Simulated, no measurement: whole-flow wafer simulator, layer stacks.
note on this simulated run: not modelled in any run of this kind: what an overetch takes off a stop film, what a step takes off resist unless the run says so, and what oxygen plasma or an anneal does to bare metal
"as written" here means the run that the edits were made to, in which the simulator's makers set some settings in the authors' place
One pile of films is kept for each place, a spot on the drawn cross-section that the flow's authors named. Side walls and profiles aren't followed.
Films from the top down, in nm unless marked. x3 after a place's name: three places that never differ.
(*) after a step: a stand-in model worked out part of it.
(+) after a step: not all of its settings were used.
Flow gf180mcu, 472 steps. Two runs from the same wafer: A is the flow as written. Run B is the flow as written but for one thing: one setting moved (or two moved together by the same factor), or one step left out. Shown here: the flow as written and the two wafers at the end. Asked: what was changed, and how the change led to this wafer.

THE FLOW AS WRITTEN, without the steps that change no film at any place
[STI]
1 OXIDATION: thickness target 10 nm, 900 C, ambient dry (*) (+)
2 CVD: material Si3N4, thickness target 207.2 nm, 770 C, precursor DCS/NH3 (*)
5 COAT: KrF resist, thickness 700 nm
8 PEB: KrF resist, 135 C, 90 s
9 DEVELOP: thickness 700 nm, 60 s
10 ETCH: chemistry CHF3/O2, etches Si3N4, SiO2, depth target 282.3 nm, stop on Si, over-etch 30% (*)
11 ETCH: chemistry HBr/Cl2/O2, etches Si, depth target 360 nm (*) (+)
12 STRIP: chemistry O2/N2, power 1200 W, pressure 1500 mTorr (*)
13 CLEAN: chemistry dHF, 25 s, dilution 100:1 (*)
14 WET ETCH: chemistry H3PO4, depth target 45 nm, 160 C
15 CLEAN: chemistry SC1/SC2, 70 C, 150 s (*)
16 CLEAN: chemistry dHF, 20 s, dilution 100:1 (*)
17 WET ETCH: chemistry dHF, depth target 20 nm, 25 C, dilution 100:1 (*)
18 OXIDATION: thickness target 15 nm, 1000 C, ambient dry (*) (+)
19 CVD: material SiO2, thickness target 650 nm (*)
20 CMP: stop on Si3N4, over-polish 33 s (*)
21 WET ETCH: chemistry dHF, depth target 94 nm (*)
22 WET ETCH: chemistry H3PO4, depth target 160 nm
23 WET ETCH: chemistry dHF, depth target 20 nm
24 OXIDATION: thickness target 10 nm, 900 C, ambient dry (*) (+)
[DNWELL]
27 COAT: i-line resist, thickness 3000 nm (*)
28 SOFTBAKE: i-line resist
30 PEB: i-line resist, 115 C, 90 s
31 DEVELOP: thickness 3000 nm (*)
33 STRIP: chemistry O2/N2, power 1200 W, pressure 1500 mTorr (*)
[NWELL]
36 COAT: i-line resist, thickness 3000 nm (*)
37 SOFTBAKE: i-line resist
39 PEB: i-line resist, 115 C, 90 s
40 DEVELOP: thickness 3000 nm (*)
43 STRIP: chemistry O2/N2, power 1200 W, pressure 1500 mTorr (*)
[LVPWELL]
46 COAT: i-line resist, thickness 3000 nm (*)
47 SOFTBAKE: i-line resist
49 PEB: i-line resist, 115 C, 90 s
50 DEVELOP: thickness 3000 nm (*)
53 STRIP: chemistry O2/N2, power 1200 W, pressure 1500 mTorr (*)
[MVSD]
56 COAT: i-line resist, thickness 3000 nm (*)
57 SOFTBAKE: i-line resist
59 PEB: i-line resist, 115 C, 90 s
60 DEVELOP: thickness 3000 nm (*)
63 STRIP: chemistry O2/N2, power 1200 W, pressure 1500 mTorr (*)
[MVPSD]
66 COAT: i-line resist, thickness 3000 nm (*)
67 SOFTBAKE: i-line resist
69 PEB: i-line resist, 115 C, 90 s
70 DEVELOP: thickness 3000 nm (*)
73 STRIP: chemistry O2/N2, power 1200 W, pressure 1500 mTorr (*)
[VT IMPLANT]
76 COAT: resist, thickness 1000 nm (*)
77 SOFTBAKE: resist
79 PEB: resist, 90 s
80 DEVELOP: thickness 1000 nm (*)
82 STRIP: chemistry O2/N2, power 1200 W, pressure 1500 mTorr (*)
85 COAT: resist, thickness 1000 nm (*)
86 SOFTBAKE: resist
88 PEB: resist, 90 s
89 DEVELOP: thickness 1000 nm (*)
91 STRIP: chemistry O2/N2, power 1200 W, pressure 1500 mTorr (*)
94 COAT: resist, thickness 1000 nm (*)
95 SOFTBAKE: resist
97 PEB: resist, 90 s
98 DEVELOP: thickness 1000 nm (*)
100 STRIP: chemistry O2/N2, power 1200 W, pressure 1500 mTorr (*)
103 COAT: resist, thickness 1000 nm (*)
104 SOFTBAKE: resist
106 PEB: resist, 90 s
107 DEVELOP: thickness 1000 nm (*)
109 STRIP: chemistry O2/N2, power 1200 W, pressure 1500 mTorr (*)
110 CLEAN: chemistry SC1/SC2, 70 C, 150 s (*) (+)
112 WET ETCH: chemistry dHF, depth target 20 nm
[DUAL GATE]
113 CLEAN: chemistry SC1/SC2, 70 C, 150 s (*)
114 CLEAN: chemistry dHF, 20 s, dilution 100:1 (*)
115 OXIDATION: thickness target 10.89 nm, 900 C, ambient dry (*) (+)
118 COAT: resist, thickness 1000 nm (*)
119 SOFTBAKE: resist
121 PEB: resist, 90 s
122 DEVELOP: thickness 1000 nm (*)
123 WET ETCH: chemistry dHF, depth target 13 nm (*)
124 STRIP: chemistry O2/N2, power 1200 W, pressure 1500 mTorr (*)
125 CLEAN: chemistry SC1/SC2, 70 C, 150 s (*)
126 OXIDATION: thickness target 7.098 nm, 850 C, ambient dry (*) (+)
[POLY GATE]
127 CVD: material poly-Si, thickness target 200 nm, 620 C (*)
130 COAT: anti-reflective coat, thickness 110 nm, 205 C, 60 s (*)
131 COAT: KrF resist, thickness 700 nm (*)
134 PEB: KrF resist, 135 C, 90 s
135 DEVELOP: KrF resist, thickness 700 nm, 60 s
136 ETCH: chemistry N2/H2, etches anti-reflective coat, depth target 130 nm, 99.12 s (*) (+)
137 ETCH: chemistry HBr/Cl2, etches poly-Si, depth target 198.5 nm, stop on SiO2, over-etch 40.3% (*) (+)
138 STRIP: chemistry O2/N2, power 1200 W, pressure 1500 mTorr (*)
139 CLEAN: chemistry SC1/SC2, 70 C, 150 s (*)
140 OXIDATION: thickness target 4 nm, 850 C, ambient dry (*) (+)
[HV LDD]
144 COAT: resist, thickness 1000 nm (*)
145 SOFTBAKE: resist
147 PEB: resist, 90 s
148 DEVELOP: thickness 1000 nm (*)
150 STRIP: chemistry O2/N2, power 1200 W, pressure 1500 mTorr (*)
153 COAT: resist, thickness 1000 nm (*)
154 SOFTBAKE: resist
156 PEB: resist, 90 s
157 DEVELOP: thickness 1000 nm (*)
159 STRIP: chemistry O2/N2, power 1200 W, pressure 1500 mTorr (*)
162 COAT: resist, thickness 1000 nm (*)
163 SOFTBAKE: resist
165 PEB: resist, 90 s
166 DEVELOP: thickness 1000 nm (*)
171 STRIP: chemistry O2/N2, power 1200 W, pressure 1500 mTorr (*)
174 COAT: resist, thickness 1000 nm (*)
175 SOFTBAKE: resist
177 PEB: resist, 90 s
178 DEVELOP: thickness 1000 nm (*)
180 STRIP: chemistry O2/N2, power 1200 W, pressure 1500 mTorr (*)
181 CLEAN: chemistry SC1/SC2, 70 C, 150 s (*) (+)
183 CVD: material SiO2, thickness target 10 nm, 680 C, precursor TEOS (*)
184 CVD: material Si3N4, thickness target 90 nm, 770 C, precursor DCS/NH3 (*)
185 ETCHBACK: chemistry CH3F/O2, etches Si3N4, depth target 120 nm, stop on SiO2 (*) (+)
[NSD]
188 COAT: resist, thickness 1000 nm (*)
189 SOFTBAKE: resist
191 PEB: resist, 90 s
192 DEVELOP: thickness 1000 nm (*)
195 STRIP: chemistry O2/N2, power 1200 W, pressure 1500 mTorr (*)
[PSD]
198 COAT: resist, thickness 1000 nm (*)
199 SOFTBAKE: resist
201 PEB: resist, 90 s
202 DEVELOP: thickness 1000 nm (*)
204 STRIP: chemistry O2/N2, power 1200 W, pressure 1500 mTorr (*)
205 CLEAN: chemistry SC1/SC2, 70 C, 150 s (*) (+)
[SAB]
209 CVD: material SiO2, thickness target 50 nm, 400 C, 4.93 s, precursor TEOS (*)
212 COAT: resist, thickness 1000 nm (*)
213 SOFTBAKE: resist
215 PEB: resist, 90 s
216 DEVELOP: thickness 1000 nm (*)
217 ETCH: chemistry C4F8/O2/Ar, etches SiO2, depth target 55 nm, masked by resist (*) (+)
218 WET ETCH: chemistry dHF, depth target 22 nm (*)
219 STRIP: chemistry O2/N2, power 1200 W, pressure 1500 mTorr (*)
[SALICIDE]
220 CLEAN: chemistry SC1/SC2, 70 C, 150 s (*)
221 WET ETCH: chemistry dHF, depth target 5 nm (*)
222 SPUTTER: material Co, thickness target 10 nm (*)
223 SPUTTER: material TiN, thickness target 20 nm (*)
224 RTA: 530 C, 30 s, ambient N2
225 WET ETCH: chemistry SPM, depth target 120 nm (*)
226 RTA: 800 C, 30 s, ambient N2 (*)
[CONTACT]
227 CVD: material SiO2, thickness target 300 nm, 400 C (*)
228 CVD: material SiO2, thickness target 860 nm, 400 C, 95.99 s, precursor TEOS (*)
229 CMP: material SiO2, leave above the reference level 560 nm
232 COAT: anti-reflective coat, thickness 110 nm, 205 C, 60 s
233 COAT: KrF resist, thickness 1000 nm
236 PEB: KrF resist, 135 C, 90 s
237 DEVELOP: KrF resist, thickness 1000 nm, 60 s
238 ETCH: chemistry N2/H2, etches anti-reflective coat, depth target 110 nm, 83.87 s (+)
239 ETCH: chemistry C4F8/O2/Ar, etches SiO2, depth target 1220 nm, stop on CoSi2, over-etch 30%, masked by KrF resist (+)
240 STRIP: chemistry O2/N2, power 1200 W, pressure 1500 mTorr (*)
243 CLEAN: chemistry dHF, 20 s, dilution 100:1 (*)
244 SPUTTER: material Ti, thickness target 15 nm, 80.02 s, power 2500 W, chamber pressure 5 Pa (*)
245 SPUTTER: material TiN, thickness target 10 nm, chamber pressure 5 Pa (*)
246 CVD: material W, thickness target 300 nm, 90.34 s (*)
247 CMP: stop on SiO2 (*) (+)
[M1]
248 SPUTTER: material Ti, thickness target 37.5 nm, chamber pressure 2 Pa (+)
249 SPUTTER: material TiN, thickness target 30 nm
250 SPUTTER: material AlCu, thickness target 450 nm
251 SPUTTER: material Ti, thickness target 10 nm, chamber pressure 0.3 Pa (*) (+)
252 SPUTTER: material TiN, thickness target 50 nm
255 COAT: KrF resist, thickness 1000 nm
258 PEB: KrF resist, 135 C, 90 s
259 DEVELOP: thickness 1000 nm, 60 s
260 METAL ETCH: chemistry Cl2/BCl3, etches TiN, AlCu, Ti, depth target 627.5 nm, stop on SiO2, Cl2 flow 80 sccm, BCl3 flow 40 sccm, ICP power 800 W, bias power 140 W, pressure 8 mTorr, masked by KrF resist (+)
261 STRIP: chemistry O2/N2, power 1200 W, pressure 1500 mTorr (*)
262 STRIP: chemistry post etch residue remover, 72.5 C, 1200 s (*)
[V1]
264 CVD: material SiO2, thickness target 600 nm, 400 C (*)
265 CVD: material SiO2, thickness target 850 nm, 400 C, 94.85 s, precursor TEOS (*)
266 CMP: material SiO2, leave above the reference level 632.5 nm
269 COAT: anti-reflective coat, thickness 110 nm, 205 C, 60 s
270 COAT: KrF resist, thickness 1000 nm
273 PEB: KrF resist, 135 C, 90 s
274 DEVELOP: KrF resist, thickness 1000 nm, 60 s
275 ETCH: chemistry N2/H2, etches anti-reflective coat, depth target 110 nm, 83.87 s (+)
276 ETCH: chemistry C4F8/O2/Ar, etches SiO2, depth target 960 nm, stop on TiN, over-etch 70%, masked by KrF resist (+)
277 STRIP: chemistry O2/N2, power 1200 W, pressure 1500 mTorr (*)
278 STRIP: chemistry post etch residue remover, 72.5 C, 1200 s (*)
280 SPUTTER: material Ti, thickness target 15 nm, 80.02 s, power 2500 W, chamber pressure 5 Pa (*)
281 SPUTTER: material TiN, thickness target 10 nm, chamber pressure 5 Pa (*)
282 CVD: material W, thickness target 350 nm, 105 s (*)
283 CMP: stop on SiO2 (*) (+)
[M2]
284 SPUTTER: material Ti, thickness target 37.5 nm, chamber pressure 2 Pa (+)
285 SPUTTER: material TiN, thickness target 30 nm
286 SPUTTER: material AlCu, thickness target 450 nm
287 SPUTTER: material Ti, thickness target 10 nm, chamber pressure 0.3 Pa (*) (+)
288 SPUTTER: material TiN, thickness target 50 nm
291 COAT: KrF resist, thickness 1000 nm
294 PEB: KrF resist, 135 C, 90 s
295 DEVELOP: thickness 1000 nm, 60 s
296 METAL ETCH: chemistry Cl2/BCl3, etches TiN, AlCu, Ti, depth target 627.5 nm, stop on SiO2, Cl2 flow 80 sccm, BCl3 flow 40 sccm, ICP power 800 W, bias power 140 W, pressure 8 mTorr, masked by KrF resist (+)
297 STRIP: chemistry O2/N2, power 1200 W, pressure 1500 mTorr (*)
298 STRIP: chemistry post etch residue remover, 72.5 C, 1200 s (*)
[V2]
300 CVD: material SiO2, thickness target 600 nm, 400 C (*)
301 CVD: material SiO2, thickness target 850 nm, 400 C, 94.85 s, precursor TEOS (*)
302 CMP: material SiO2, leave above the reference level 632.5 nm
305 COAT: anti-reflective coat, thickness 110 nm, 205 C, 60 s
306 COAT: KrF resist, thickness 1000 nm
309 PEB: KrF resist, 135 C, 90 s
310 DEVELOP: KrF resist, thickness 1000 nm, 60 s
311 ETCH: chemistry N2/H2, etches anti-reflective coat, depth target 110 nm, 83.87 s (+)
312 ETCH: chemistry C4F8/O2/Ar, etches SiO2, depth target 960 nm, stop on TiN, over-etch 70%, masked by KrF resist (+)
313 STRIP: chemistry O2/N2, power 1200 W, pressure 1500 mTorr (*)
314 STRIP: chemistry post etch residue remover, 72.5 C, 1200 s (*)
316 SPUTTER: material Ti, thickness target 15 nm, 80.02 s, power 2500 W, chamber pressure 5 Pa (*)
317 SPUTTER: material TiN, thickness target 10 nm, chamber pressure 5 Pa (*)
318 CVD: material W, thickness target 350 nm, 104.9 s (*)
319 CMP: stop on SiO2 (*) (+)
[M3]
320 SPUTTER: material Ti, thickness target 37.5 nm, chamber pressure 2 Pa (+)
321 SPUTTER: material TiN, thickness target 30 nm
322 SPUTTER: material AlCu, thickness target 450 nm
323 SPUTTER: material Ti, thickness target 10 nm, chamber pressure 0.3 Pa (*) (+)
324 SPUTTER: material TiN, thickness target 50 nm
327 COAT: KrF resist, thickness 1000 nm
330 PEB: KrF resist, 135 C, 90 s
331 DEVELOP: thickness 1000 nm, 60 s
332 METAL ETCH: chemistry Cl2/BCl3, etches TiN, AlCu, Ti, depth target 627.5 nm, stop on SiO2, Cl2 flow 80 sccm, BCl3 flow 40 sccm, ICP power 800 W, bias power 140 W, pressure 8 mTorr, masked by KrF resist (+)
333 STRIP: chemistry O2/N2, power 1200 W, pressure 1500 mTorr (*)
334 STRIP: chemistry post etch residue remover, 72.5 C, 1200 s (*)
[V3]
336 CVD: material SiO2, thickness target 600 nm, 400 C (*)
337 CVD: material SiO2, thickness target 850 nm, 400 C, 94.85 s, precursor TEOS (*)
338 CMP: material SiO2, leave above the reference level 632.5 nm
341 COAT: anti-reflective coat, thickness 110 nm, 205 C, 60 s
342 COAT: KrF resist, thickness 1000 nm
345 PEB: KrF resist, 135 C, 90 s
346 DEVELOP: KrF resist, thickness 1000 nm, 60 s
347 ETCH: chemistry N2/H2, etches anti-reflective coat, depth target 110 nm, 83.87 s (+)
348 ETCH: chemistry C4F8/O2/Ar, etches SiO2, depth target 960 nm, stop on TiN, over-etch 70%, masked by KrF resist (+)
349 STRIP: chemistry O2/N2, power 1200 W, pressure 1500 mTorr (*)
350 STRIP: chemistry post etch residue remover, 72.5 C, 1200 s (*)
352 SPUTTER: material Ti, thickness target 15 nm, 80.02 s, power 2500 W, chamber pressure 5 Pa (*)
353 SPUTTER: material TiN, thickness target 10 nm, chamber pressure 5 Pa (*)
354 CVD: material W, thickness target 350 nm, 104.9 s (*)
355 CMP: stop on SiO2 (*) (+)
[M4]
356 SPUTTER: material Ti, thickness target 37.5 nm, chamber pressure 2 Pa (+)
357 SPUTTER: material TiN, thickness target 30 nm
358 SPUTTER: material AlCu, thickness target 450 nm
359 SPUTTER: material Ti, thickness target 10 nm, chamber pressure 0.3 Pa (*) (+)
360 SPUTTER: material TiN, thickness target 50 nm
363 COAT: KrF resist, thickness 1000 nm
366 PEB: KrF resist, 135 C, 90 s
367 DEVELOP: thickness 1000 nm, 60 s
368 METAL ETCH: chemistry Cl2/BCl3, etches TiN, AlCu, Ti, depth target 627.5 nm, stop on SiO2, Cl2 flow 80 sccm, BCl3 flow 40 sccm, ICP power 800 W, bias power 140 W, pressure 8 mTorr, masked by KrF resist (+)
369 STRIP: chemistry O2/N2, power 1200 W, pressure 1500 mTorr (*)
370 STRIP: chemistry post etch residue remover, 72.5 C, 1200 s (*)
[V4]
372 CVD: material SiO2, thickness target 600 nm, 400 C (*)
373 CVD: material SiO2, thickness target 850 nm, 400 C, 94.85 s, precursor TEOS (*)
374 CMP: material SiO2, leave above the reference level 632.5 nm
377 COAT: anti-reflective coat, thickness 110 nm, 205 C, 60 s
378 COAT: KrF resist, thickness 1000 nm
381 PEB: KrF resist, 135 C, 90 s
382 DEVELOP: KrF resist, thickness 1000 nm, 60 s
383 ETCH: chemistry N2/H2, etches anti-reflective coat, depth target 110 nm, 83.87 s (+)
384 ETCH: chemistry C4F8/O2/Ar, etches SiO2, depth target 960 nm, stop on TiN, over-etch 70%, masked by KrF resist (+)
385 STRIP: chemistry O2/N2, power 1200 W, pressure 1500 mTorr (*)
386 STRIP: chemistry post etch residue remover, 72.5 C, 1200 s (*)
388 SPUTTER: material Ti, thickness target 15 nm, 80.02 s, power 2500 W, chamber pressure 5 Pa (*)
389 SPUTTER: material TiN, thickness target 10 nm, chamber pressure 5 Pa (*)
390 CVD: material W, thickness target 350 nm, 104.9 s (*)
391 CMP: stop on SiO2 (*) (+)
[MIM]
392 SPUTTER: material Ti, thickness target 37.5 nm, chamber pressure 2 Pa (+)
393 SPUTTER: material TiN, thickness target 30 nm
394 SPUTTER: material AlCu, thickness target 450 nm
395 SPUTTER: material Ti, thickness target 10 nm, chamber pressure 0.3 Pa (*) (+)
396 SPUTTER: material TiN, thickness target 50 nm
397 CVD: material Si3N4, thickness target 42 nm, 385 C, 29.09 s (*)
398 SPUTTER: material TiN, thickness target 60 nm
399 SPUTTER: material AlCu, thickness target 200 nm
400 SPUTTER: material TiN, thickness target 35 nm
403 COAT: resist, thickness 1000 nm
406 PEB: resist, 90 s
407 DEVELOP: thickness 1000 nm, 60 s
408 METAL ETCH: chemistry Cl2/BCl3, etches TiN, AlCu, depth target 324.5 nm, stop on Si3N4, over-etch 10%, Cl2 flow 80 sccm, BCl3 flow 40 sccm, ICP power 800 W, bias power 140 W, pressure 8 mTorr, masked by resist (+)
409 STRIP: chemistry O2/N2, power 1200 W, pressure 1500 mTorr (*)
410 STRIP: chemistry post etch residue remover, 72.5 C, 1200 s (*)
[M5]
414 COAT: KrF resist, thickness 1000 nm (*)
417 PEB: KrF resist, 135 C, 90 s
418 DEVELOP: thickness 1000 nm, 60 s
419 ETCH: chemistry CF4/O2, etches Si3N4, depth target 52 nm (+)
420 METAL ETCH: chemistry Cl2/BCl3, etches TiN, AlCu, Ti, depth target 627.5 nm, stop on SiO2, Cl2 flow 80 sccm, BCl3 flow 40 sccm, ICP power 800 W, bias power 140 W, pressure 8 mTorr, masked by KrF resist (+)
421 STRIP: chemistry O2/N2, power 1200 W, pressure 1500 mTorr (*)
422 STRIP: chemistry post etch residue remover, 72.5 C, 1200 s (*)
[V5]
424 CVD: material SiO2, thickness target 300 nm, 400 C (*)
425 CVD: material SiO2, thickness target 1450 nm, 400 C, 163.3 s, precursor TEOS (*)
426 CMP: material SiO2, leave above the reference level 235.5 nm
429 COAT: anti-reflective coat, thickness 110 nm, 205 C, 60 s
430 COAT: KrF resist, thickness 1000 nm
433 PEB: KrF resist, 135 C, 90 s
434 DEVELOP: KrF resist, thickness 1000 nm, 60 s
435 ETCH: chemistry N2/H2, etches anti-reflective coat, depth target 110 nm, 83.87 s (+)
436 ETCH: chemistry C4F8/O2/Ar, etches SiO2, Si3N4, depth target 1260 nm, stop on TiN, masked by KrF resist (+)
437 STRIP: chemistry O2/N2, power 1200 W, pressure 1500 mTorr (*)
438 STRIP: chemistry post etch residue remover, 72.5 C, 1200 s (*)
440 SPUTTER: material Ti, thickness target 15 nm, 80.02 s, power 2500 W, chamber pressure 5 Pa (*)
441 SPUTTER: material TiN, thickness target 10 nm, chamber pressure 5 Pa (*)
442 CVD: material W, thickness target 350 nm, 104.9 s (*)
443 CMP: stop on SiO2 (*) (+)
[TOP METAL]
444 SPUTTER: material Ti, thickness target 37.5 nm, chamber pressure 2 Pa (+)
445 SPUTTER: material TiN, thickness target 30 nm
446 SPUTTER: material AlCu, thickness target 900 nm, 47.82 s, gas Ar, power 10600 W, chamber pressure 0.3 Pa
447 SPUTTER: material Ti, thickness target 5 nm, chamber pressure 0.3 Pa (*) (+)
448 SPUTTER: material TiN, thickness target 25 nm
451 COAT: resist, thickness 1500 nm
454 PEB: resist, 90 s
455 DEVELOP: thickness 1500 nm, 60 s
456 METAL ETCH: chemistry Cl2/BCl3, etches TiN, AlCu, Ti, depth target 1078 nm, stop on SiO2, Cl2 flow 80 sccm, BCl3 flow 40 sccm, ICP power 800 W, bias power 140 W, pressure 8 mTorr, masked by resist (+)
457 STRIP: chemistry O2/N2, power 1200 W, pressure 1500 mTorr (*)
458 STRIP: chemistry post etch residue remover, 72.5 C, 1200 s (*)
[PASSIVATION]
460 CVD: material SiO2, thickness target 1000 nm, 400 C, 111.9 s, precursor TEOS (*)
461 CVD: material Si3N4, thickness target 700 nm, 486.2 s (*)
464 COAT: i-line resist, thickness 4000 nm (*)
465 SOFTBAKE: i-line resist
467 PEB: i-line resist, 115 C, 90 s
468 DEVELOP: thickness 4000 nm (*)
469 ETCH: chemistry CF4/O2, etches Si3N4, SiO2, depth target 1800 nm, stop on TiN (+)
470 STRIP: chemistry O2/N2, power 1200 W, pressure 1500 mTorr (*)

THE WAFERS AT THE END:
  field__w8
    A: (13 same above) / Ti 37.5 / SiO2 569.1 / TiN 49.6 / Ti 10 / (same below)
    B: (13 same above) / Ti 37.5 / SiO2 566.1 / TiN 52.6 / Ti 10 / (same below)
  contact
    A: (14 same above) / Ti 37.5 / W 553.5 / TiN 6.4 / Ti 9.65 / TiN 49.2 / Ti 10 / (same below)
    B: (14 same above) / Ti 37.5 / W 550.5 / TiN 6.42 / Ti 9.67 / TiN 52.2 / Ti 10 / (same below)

The cause: step 360, SPUTTER: thickness target 53 nm was run, where the flow has thickness target 50 nm.

How the change led to this, step by step:
  360 SPUTTER: material TiN, thickness target 50 nm
      field, field__w1, field__w2 and 108 more: A TiN +50 (new film) | B TiN +53 (new film)
  368 METAL ETCH: chemistry Cl2/BCl3, etches TiN, AlCu, Ti, depth target 627.5 nm, stop on SiO2, Cl2 flow 80 sccm, BCl3 flow 40 sccm, ICP power 800 W, bias power 140 W, pressure 8 mTorr, masked by KrF resist (+)
      field, field__w1, field__w2 and 103 more: A TiN -50 (all of it), Ti -10 (all of it), AlCu -450 (all of it), TiN -30 (all of it), Ti -37.5 (all of it) | B TiN -53 (all of it), Ti -10 (all of it), AlCu -450 (all of it), TiN -30 (all of it), Ti -37.5 (all of it)
